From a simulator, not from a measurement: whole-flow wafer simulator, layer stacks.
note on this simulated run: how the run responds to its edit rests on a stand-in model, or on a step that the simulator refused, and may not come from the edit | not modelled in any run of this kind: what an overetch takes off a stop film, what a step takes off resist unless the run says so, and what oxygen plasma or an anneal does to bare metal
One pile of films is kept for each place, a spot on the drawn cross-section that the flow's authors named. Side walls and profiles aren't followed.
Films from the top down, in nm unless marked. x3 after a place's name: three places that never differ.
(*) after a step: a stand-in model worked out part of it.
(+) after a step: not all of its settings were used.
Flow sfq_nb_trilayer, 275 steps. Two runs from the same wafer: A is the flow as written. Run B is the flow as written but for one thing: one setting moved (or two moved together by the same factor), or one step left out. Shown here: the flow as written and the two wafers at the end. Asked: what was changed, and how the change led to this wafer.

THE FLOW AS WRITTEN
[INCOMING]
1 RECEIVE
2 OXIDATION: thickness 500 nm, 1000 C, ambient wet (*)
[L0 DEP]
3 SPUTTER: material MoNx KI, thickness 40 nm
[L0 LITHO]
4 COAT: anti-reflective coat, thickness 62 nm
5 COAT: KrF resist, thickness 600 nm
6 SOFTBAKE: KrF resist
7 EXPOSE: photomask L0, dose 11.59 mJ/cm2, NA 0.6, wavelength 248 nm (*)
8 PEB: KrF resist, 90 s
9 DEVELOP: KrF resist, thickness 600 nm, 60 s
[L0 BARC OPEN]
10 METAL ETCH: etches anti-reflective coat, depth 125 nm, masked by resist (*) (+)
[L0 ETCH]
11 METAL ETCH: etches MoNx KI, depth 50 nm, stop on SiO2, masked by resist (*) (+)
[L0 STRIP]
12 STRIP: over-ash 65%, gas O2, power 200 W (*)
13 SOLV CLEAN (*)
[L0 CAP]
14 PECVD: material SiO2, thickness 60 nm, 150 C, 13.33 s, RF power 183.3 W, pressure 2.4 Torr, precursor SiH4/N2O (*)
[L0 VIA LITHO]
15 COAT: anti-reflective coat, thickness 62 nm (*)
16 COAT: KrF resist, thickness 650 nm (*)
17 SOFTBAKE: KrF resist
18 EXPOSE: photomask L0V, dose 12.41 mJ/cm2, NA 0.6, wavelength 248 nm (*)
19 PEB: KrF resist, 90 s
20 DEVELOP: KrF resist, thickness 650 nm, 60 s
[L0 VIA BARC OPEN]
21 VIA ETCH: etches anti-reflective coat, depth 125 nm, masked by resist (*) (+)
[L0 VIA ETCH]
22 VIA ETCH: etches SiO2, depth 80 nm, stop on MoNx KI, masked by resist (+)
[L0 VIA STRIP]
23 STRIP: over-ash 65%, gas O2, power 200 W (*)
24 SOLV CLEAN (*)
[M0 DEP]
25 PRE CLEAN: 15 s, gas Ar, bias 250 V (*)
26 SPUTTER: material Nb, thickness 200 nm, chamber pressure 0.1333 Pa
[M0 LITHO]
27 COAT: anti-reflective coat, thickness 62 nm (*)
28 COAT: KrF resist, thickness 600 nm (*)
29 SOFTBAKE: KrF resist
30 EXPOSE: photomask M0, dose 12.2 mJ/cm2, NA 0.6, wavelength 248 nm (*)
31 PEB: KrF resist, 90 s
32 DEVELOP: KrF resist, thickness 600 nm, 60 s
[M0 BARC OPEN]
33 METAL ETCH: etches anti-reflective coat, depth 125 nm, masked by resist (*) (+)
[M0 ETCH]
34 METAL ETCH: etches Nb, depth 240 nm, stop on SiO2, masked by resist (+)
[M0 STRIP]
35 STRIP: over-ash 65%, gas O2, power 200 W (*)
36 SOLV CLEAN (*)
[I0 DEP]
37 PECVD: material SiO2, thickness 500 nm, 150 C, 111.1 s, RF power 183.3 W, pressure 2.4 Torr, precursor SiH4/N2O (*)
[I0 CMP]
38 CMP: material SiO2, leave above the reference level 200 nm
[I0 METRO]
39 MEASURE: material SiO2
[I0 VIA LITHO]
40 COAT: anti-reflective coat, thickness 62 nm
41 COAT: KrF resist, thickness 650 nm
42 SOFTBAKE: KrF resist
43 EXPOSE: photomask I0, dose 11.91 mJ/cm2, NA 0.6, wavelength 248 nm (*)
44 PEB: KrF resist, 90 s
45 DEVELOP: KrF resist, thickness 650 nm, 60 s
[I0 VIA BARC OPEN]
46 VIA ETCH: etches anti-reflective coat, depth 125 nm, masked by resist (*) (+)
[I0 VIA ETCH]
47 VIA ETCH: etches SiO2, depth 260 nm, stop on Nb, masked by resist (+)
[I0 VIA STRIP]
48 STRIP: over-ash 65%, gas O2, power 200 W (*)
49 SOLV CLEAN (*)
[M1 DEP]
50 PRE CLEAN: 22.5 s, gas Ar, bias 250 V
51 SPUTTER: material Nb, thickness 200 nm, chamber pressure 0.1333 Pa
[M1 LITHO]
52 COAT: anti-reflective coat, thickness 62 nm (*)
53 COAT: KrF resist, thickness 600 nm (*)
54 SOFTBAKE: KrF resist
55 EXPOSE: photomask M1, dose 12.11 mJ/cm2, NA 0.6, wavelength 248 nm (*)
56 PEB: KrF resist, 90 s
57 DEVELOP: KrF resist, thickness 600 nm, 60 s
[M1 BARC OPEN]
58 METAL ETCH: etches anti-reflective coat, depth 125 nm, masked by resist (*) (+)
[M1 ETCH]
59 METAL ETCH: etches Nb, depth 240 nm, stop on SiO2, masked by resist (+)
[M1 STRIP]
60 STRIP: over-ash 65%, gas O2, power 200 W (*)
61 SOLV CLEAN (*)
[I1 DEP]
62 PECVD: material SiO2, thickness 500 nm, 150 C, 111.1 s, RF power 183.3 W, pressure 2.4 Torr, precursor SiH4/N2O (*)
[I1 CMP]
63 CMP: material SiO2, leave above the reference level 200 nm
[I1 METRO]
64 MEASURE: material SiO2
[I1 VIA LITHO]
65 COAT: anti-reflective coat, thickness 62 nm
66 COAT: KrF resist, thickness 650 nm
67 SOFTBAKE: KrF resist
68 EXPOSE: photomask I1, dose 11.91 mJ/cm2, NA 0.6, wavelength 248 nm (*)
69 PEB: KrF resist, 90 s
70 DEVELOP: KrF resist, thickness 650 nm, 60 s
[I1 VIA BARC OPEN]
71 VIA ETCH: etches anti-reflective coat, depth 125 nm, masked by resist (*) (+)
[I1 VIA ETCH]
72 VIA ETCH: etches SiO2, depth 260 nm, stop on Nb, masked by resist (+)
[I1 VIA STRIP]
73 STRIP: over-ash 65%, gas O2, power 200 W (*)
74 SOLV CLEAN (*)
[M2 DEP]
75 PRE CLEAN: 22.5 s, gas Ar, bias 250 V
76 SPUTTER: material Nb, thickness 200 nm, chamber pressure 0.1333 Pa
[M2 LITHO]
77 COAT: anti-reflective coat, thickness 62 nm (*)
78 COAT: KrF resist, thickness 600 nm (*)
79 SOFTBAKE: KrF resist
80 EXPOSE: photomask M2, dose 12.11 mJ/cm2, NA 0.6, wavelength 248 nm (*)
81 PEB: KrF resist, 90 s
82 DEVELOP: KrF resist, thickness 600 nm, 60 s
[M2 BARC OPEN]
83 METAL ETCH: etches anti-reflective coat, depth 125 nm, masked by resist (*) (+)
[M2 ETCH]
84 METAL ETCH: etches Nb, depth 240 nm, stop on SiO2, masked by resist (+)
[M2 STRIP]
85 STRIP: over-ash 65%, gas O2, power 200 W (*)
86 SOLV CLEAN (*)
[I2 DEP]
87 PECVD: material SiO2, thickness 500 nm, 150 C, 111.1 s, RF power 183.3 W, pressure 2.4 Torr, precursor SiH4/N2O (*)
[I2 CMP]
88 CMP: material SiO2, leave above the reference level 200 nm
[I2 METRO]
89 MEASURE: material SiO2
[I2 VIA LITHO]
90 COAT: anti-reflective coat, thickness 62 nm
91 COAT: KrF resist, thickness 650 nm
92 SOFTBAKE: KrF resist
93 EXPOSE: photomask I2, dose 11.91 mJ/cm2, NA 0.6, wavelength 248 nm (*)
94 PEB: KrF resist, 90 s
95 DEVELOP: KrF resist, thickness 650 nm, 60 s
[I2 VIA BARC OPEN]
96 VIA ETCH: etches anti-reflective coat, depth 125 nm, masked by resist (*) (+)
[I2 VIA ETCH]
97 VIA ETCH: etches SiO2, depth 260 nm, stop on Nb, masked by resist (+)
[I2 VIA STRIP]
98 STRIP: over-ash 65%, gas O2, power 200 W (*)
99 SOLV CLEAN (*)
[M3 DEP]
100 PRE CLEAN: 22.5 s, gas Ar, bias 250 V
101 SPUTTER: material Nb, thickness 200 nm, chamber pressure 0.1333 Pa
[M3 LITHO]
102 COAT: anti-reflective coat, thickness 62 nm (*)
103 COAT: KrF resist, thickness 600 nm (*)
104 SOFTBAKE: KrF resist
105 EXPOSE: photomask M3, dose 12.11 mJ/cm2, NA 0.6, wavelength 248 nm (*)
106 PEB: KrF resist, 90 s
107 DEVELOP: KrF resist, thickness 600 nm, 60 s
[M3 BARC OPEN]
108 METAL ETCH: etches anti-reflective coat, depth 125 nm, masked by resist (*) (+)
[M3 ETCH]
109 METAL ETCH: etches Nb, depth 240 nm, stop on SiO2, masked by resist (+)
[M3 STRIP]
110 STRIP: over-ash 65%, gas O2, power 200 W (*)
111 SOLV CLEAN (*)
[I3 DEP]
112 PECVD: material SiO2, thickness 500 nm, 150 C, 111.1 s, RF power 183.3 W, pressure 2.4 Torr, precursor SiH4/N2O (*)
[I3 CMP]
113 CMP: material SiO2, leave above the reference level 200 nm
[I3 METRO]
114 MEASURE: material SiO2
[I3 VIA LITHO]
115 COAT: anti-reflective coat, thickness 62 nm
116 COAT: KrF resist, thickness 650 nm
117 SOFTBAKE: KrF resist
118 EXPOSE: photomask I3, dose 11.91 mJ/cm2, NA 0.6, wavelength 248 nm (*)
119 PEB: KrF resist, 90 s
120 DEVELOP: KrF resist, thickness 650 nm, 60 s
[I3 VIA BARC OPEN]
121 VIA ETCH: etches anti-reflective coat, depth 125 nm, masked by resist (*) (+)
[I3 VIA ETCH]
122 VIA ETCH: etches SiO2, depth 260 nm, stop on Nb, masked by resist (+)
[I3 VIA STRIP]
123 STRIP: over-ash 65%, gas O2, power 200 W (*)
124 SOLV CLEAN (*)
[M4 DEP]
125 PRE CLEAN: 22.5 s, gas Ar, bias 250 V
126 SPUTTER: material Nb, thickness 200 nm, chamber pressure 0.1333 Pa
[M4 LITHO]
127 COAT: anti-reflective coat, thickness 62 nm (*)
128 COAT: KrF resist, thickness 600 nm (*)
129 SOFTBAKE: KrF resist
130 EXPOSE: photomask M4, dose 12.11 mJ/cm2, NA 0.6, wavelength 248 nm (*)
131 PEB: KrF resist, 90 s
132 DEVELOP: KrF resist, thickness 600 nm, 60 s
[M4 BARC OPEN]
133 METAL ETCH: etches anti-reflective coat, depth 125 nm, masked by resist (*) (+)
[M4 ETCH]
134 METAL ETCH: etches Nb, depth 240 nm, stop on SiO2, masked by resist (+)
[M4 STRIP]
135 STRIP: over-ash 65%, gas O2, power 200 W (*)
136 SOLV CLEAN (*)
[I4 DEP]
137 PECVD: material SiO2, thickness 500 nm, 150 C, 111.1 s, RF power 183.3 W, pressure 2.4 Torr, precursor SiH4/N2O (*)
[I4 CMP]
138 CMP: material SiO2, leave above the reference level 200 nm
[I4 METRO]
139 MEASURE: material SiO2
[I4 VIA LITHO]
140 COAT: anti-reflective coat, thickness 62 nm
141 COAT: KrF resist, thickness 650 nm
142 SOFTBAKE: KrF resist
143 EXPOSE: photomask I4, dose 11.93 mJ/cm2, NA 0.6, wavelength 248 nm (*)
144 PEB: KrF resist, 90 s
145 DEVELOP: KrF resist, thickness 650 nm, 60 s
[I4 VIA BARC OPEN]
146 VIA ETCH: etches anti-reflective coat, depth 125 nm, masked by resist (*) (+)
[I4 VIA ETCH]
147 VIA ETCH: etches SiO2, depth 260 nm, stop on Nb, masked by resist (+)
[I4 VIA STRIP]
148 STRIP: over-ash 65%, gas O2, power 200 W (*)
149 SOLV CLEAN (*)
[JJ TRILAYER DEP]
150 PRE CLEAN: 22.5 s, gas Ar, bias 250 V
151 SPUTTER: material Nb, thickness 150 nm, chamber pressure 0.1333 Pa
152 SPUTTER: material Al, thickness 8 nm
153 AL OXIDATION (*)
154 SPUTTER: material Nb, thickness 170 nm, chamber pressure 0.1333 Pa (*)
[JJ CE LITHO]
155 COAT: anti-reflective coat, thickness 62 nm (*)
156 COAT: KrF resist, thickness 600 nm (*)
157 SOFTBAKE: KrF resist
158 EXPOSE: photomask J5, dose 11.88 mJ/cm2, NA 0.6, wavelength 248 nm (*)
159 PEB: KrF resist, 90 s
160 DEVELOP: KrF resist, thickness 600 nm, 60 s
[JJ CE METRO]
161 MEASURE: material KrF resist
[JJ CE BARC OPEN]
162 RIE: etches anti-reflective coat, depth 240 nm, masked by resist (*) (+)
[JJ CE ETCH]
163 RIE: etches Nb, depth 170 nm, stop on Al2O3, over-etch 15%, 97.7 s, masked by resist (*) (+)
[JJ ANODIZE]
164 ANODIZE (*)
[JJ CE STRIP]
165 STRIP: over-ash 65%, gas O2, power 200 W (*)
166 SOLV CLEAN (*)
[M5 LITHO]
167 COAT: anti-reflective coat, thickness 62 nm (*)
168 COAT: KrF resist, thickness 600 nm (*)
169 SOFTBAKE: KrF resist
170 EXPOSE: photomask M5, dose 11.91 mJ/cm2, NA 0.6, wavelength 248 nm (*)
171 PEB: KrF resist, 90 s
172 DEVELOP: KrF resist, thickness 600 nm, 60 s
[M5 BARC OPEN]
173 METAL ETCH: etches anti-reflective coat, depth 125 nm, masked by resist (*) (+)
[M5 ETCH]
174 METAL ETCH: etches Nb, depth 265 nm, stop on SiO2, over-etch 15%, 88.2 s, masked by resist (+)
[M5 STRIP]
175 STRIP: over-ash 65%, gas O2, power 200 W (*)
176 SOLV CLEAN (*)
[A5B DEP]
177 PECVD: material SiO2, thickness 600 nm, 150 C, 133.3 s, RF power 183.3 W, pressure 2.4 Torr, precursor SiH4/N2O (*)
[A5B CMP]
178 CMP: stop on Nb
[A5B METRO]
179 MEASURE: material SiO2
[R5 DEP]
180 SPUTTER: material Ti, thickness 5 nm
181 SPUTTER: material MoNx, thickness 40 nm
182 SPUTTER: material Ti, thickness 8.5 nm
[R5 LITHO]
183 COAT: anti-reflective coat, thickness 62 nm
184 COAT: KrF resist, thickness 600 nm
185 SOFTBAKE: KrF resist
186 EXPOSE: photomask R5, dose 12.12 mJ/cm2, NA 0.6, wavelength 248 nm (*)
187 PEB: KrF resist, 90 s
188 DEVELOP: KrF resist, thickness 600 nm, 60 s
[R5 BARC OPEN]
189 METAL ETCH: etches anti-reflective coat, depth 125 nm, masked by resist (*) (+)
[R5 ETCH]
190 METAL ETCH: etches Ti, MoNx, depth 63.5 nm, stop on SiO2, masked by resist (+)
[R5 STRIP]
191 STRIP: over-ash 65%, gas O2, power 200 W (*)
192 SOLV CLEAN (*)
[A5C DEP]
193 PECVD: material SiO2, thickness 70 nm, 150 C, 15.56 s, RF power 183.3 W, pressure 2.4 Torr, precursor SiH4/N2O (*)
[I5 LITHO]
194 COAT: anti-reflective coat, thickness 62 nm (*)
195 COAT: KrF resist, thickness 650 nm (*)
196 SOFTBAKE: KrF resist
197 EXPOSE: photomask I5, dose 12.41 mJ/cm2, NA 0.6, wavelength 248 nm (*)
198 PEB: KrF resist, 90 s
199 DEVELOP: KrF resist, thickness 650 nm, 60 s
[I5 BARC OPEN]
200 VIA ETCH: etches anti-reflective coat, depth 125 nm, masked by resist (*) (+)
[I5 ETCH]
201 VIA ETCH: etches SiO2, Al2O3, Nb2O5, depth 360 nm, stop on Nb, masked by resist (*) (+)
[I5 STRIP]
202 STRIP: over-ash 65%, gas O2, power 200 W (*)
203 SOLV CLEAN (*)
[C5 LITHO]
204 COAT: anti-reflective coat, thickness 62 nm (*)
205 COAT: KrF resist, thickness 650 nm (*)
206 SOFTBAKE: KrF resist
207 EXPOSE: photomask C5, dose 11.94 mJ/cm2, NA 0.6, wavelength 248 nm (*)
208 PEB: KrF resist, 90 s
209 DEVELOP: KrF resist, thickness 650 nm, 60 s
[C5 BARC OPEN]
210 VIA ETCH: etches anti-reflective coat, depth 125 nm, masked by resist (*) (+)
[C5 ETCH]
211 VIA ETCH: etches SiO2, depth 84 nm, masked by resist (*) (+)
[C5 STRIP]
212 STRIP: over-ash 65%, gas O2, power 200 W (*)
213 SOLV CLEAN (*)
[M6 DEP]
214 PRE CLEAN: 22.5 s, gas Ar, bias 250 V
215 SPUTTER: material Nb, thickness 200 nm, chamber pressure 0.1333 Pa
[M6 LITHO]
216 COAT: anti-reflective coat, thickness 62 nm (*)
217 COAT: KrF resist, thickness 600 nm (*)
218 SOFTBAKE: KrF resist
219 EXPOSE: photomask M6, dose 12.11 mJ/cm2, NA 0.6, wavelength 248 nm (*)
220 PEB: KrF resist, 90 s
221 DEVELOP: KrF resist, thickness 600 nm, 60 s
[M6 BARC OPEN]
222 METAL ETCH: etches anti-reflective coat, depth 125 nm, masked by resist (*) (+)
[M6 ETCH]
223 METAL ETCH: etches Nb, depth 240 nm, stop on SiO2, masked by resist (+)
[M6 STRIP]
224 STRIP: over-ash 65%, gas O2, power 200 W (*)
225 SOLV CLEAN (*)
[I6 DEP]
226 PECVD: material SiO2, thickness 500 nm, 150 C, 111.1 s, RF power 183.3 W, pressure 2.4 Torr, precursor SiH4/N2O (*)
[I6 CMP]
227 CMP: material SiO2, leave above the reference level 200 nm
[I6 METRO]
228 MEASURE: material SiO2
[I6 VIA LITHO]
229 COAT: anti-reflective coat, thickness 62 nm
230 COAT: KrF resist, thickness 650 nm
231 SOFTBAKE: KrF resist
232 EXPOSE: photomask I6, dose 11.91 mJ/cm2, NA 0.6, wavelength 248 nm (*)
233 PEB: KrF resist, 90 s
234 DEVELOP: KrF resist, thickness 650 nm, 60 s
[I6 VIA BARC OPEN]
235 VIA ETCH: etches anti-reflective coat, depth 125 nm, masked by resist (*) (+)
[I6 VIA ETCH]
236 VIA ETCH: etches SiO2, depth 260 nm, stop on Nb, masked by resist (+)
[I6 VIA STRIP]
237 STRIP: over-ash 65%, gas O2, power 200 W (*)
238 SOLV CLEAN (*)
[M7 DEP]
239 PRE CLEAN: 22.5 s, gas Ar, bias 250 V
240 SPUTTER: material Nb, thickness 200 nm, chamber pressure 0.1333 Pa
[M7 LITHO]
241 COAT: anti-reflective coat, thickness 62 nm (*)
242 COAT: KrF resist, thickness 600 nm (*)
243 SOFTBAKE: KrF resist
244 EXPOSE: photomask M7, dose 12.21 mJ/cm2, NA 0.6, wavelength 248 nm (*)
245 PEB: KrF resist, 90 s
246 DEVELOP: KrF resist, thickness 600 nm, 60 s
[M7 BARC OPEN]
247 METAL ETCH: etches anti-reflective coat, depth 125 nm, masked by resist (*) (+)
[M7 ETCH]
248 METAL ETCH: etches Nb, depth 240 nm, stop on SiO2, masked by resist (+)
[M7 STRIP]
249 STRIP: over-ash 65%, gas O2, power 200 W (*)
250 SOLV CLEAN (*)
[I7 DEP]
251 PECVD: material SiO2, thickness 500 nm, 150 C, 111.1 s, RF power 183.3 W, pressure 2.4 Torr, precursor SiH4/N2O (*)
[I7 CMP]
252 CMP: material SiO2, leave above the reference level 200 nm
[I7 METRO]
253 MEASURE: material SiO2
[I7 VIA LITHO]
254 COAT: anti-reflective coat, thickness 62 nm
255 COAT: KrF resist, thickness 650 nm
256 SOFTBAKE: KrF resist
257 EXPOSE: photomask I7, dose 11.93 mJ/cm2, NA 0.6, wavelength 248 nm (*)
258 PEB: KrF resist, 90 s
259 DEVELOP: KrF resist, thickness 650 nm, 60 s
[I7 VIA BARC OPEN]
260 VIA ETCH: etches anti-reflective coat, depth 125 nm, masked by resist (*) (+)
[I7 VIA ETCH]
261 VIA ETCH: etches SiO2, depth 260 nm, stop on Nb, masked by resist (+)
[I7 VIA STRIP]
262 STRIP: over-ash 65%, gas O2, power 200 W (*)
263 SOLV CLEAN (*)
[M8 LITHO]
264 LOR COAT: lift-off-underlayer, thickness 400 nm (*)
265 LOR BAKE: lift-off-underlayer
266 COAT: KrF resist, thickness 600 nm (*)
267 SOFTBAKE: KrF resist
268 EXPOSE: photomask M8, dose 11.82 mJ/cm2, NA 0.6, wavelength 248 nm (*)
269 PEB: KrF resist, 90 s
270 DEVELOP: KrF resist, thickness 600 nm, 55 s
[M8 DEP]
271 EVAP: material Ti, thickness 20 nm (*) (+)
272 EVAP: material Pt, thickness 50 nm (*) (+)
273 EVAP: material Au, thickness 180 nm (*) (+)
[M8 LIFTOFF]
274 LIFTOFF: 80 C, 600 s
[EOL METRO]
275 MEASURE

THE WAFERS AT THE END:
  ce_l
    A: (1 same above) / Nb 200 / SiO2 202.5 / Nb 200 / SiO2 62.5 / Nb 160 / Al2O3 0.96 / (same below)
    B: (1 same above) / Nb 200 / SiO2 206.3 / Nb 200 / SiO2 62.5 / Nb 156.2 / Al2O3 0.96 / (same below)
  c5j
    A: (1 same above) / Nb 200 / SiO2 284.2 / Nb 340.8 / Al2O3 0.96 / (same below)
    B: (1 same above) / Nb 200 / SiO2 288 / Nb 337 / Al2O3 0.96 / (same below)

The cause: step 190, METAL ETCH: depth 67.31 nm was run, where the flow has depth 63.5 nm.

How the change led to this, step by step:
  190 METAL ETCH: etches Ti, MoNx, depth 63.5 nm, stop on SiO2, masked by resist (+)
      be_r, r_sur, res, r_end, r5r_line_l, r5r_line_c, r5r_line_r: A KrF resist -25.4 | B KrF resist -26.9
      ce_l, c5j, ce_r, wl_jj: A Ti -8.5 (all of it), MoNx -40 (all of it), Ti -5 (all of it), Nb -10 | B Ti -8.5 (all of it), MoNx -40 (all of it), Ti -5 (all of it), Nb -13.8
  194 COAT: anti-reflective coat, thickness 62 nm (*)
      ce_l: A anti-reflective coat +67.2 (new film) | B anti-reflective coat +68.9 (new film)
      ce_r: A anti-reflective coat +68.1 (new film) | B anti-reflective coat +69.7 (new film)
  202 STRIP: over-ash 65%, gas O2, power 200 W (*)
      ce_l: A KrF resist -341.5 (all of it), anti-reflective coat -67.2 (all of it) | B KrF resist -342.8 (all of it), anti-reflective coat -68.9 (all of it)
      ce_r: A KrF resist -346.1 (all of it), anti-reflective coat -68.1 (all of it) | B KrF resist -347.5 (all of it), anti-reflective coat -69.7 (all of it)
  204 COAT: anti-reflective coat, thickness 62 nm (*)
      ce_l: A anti-reflective coat +66 (new film) | B anti-reflective coat +67.7 (new film)
      ce_r: A anti-reflective coat +67.2 (new film) | B anti-reflective coat +68.9 (new film)
  212 STRIP: over-ash 65%, gas O2, power 200 W (*)
      ce_l: A KrF resist -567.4 (all of it), anti-reflective coat -66 (all of it) | B KrF resist -568.8 (all of it), anti-reflective coat -67.7 (all of it)
      ce_r: A KrF resist -573.7 (all of it), anti-reflective coat -67.2 (all of it) | B KrF resist -575.1 (all of it), anti-reflective coat -68.9 (all of it)
  216 COAT: anti-reflective coat, thickness 62 nm (*)
      ce_l: A anti-reflective coat +48 (new film) | B anti-reflective coat +49.2 (new film)
      ce_r: A anti-reflective coat +48.8 (new film) | B anti-reflective coat +50 (new film)
  224 STRIP: over-ash 65%, gas O2, power 200 W (*)
      ce_l: A KrF resist -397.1 (all of it), anti-reflective coat -48 (all of it) | B KrF resist -398.9 (all of it), anti-reflective coat -49.2 (all of it)
      ce_r: A KrF resist -403.5 (all of it), anti-reflective coat -48.8 (all of it) | B KrF resist -405.3 (all of it), anti-reflective coat -50 (all of it)
